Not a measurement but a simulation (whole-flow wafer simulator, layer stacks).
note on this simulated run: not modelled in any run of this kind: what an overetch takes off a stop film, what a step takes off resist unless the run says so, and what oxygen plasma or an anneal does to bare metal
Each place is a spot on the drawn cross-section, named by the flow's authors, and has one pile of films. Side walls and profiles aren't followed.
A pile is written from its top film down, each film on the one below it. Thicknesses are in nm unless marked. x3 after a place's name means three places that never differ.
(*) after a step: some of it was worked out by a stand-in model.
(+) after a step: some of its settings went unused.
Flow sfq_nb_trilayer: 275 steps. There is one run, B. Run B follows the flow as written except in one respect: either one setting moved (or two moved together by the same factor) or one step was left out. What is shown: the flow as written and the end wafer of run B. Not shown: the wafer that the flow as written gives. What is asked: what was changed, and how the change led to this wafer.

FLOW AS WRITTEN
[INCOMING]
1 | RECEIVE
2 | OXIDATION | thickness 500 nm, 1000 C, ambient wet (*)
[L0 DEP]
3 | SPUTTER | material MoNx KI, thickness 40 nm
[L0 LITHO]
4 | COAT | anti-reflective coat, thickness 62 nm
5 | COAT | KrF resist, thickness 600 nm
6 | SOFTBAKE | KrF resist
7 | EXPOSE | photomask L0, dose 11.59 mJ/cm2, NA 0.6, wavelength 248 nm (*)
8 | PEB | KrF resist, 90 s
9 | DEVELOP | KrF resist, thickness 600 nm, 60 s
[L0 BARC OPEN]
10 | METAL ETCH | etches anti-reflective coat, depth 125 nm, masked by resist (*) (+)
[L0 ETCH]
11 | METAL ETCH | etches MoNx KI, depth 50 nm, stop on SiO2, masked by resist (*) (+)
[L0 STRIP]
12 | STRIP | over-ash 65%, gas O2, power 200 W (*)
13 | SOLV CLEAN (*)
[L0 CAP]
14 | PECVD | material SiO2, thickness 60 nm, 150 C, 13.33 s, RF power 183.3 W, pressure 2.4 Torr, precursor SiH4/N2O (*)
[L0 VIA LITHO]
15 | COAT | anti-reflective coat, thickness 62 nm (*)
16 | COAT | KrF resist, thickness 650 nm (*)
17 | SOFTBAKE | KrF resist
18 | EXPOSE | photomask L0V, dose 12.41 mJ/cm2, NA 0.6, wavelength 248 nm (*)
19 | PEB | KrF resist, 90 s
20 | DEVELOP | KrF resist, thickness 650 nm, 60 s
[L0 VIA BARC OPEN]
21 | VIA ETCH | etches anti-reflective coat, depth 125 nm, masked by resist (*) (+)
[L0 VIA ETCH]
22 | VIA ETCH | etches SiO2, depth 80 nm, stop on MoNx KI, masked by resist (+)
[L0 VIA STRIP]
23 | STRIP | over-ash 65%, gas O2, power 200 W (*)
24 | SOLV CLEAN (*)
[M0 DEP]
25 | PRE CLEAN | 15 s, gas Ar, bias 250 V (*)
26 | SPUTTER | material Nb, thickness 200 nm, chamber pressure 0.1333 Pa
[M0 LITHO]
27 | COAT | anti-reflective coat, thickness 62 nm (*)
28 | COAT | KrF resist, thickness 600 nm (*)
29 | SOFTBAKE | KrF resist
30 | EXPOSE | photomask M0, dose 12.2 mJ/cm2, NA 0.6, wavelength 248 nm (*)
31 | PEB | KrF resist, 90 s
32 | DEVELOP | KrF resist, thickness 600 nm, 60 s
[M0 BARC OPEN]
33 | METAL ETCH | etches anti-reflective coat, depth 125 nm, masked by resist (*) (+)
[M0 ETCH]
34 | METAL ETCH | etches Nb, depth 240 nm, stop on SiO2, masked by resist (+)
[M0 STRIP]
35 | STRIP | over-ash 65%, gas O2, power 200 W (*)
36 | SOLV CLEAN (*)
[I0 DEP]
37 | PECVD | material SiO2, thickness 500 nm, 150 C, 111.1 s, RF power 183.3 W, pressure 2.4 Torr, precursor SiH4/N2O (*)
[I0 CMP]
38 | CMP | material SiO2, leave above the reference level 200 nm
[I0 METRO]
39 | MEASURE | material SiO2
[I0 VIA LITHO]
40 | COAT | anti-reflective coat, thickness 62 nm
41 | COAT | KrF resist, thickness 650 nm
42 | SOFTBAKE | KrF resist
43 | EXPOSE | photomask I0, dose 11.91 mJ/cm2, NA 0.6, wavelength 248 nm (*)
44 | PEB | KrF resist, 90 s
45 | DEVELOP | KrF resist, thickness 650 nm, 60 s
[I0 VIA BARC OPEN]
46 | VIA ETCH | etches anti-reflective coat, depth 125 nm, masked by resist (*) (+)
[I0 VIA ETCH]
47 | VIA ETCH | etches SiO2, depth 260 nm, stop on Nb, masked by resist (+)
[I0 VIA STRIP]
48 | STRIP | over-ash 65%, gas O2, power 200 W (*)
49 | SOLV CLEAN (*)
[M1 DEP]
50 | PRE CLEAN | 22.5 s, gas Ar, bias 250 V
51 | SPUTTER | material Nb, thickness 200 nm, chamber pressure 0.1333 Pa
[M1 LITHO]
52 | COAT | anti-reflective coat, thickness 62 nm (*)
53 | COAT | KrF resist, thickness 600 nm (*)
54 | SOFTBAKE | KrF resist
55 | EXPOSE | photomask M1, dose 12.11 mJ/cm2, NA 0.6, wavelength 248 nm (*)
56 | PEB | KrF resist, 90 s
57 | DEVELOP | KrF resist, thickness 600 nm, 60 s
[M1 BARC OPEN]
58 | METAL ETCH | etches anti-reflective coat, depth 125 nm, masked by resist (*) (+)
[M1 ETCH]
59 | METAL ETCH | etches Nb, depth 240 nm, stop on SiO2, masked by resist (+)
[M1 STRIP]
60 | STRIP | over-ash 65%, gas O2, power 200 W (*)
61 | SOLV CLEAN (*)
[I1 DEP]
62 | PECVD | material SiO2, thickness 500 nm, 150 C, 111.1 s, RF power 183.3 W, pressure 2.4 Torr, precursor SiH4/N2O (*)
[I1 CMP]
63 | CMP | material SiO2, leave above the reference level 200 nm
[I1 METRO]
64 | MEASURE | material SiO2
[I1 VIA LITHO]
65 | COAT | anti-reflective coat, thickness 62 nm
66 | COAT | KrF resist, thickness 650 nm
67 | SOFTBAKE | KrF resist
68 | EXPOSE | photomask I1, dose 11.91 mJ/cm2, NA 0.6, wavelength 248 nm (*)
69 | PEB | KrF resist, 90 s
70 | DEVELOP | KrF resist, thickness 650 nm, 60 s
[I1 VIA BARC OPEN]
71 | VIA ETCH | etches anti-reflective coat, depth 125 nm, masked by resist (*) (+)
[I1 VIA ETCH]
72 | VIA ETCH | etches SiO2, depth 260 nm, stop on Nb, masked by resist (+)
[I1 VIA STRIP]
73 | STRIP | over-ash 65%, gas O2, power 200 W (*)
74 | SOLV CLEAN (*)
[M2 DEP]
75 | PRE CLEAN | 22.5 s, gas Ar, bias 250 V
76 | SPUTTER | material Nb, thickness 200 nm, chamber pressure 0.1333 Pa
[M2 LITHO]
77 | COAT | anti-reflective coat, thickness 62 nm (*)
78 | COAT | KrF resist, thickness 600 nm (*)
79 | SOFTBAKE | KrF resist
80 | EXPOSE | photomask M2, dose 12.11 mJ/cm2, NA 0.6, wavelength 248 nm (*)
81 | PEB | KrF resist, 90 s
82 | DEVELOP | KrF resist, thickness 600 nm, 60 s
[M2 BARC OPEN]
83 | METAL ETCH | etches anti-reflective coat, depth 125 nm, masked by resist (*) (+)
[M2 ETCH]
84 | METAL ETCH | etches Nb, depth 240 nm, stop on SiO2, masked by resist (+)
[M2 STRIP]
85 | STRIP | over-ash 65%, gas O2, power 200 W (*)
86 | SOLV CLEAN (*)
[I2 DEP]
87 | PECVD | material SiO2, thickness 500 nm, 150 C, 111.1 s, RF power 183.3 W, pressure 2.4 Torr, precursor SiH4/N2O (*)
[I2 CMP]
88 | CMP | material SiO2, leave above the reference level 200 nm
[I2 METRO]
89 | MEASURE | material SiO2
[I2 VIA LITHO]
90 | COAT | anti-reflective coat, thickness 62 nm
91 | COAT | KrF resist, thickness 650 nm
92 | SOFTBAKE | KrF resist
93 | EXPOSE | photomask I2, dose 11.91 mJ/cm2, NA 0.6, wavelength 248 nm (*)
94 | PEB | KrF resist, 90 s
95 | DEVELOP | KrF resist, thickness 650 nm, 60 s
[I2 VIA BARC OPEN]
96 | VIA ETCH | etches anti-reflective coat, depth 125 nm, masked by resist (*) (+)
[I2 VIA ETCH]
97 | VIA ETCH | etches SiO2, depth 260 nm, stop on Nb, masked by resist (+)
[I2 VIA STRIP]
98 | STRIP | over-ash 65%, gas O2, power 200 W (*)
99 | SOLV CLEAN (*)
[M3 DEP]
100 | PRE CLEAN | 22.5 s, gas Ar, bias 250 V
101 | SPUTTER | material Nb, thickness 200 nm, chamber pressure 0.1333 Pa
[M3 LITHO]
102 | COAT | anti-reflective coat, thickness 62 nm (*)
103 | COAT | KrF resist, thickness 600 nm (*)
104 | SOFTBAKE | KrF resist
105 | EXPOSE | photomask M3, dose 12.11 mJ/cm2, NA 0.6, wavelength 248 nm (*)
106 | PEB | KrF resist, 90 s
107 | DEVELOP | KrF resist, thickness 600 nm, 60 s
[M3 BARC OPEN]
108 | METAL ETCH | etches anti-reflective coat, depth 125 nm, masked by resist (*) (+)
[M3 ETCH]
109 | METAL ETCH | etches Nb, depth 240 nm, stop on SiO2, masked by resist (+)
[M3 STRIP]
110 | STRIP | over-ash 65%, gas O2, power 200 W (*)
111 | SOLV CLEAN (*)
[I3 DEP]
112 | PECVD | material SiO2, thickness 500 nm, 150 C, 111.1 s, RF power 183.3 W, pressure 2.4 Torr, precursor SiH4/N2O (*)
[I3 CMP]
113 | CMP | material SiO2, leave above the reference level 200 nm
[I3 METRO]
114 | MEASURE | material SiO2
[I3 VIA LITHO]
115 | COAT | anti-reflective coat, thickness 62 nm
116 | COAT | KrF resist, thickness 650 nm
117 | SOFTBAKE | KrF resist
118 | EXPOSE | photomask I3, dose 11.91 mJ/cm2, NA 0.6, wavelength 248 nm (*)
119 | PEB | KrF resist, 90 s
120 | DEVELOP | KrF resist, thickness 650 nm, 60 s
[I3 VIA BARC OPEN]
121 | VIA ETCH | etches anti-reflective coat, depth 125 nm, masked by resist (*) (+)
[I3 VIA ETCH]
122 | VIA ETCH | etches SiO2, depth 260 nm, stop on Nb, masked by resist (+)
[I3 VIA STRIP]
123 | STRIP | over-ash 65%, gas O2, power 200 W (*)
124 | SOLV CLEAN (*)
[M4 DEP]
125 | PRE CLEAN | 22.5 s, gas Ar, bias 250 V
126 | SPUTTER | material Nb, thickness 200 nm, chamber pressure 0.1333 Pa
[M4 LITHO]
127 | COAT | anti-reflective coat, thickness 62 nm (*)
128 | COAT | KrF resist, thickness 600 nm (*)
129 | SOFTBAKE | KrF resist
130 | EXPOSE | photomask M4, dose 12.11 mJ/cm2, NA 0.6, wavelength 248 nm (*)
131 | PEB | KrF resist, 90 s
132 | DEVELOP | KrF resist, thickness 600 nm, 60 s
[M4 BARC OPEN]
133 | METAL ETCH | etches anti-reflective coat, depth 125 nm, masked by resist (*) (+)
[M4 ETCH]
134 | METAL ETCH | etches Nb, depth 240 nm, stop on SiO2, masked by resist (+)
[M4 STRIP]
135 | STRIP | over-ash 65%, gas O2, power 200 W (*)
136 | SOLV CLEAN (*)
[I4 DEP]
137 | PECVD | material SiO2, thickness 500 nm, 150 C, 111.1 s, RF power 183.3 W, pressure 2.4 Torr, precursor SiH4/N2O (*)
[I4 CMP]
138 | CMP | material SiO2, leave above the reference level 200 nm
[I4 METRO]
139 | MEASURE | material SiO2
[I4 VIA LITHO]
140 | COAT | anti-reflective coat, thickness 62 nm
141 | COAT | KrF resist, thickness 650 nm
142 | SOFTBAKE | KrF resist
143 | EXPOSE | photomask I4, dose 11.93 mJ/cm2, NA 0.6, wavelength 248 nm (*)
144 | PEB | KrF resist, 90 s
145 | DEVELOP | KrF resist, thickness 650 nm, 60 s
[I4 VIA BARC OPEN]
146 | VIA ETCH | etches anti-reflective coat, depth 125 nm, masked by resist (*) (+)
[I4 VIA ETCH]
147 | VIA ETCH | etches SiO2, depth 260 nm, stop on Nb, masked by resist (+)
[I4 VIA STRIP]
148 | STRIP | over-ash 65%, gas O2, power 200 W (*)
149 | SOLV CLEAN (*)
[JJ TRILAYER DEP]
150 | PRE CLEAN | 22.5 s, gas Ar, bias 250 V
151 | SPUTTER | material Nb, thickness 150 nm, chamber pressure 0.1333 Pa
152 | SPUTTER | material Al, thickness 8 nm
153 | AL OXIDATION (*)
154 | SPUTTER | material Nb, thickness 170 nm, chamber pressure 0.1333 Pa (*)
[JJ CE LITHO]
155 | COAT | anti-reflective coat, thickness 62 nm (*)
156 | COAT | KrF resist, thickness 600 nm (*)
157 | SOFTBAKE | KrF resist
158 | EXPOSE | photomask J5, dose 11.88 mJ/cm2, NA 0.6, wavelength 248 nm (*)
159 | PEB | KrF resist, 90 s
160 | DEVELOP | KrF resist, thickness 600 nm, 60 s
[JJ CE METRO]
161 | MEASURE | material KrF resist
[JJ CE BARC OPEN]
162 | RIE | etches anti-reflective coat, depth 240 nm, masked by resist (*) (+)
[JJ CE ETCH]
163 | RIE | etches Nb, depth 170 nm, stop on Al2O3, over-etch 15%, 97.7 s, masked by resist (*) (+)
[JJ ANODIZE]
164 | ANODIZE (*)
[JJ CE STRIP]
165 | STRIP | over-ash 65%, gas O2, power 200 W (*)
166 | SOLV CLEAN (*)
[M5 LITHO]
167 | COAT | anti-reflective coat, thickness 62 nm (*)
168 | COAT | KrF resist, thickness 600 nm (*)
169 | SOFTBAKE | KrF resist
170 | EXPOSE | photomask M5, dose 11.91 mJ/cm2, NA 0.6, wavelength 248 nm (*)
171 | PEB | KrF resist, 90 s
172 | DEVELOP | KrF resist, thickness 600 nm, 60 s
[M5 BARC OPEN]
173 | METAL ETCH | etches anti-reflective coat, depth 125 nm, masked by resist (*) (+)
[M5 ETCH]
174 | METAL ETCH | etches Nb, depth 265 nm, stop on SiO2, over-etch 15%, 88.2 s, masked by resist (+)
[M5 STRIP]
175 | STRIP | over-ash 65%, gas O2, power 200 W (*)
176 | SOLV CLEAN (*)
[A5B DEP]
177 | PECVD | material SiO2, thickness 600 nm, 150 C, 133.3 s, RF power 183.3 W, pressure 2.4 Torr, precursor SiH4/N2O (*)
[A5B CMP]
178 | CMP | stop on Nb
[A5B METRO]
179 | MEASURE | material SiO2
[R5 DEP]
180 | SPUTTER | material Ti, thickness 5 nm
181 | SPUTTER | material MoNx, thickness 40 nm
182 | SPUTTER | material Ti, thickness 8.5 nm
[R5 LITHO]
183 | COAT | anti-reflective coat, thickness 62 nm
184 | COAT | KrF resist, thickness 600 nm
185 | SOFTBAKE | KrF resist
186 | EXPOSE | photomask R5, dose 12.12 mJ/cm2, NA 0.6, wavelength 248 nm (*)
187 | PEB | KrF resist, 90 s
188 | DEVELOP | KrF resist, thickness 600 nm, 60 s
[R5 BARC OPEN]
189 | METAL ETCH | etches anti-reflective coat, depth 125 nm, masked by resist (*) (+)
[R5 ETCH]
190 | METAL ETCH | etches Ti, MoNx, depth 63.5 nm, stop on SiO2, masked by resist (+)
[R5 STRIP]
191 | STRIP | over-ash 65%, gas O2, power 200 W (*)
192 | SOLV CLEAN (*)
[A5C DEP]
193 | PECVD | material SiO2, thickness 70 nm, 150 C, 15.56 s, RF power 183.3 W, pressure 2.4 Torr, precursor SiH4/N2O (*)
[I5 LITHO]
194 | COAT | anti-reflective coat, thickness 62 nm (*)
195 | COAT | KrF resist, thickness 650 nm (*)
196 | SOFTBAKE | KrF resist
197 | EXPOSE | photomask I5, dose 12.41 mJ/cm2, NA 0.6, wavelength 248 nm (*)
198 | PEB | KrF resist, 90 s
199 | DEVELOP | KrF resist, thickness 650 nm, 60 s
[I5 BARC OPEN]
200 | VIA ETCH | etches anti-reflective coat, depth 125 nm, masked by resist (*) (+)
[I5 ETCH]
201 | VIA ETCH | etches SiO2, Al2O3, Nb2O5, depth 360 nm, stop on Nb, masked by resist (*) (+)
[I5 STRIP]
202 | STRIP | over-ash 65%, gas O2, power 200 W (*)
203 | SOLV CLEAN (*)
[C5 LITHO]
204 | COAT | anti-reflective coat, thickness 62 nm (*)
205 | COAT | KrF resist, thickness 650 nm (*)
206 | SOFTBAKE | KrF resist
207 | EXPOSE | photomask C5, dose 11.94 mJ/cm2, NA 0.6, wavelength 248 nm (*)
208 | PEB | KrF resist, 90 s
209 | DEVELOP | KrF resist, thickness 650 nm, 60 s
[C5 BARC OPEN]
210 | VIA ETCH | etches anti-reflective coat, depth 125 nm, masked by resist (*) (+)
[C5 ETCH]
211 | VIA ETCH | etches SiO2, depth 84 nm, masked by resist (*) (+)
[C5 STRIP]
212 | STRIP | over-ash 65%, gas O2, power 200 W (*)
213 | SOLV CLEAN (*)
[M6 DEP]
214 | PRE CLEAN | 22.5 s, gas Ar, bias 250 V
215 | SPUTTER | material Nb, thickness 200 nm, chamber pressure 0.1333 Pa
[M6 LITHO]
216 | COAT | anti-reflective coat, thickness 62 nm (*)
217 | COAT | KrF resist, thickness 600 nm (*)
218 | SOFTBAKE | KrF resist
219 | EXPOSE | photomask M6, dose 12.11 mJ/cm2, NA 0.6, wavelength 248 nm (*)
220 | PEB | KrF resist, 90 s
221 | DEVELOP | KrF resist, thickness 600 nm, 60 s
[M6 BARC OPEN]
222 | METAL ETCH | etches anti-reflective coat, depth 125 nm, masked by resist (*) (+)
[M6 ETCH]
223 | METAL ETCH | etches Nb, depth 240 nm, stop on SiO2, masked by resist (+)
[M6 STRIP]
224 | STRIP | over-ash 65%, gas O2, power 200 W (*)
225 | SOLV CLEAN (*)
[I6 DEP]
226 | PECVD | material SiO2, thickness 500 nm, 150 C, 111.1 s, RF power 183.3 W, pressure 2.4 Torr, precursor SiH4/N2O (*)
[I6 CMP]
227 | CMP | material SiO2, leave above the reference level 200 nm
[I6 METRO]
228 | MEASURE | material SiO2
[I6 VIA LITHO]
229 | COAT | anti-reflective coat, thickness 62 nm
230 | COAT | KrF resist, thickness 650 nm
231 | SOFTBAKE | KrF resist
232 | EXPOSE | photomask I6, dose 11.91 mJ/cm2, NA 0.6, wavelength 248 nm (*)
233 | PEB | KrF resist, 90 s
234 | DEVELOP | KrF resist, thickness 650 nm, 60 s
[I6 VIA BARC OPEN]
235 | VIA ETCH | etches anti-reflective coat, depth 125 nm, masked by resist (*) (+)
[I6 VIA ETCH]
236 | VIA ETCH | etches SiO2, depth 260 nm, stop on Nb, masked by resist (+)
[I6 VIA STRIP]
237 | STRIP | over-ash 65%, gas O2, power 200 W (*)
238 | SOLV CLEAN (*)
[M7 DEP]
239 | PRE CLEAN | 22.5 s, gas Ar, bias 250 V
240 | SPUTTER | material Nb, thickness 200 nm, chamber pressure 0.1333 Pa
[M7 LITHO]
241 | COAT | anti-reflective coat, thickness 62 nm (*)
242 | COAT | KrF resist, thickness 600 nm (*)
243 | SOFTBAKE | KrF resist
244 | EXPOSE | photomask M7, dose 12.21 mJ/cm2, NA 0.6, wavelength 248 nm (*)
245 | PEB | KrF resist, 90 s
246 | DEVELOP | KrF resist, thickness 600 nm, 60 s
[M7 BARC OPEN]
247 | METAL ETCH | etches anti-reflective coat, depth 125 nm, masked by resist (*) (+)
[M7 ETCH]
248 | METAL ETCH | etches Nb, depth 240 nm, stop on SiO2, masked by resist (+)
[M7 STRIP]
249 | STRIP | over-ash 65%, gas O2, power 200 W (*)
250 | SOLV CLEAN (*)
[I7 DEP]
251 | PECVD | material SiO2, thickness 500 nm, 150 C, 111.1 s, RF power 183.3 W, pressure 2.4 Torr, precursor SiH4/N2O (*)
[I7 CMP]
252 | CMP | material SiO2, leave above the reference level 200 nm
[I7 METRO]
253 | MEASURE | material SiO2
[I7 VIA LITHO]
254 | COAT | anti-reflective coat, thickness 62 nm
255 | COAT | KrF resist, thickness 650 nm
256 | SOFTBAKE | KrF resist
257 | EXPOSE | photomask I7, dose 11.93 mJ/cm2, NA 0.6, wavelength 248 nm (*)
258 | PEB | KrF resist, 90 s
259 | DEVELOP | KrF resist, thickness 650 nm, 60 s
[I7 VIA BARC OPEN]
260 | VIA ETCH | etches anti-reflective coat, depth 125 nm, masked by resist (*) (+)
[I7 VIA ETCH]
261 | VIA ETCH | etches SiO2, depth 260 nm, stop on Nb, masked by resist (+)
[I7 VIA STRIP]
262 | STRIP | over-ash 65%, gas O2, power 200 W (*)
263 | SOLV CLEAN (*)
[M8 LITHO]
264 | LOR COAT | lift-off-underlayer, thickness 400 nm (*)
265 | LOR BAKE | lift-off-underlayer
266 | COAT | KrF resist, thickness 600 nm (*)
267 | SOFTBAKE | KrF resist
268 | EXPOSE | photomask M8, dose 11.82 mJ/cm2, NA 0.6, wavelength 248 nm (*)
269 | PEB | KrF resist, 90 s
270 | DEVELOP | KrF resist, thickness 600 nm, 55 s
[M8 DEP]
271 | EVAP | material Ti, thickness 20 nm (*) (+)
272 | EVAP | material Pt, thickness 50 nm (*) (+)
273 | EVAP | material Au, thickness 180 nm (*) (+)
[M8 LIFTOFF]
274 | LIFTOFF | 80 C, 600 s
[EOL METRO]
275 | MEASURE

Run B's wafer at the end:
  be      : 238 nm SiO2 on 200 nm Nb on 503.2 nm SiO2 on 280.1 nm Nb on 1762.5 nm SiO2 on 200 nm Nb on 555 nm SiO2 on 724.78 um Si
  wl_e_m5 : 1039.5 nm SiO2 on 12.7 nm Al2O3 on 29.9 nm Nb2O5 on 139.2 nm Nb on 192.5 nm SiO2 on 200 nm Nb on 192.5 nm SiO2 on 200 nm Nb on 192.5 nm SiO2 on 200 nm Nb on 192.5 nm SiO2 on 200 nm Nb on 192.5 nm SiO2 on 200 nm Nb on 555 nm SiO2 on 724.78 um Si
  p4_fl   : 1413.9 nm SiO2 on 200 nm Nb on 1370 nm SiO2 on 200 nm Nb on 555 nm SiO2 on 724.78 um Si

What caused this: step 252, CMP: leave above the reference level 238 nm was run, while the flow as written has leave above the reference level 200 nm.
One can read it off the wafer: be has SiO2 238, and step 252 as written asks for 200 nm.

How this came from the change, step by step:
  252 | CMP | material SiO2, leave above the reference level 200 nm
      field_l, p4_fl, p4_fm and 56 more: SiO2 loses 62 (in the flow as written it would be: SiO2 loses 100)
      v_sur, via_wl, via_w and 37 more: SiO2 loses 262 (in the flow as written it would be: SiO2 loses 300)
      (and at 7 other places as well)
  261 | VIA ETCH | etches SiO2, depth 260 nm, stop on Nb, masked by resist (+)
      via_wl, via_w, via_wr: SiO2 loses 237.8 (all of it) (in the flow as written it would be: SiO2 loses 199.8 (all of it))
  264 | LOR COAT | lift-off-underlayer, thickness 400 nm (*)
      via_wl, via_wr: lift-off-underlayer gains 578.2 (new film) (in the flow as written it would be: lift-off-underlayer gains 549.8 (new film))
      via_w: lift-off-underlayer gains 562.3 (new film) (in the flow as written it would be: lift-off-underlayer gains 536.4 (new film))
  270 | DEVELOP | KrF resist, thickness 600 nm, 55 s
      via_wl: KrF resist loses 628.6 (all of it), lift-off-underlayer loses 578.2 (all of it) (in the flow as written it would be: KrF resist loses 623.9 (all of it), lift-off-underlayer loses 549.8 (all of it))
      via_w: KrF resist loses 642.4 (all of it), lift-off-underlayer loses 562.3 (all of it) (in the flow as written it would be: KrF resist loses 635.4 (all of it), lift-off-underlayer loses 536.4 (all of it))
      (and at 1 other place as well)
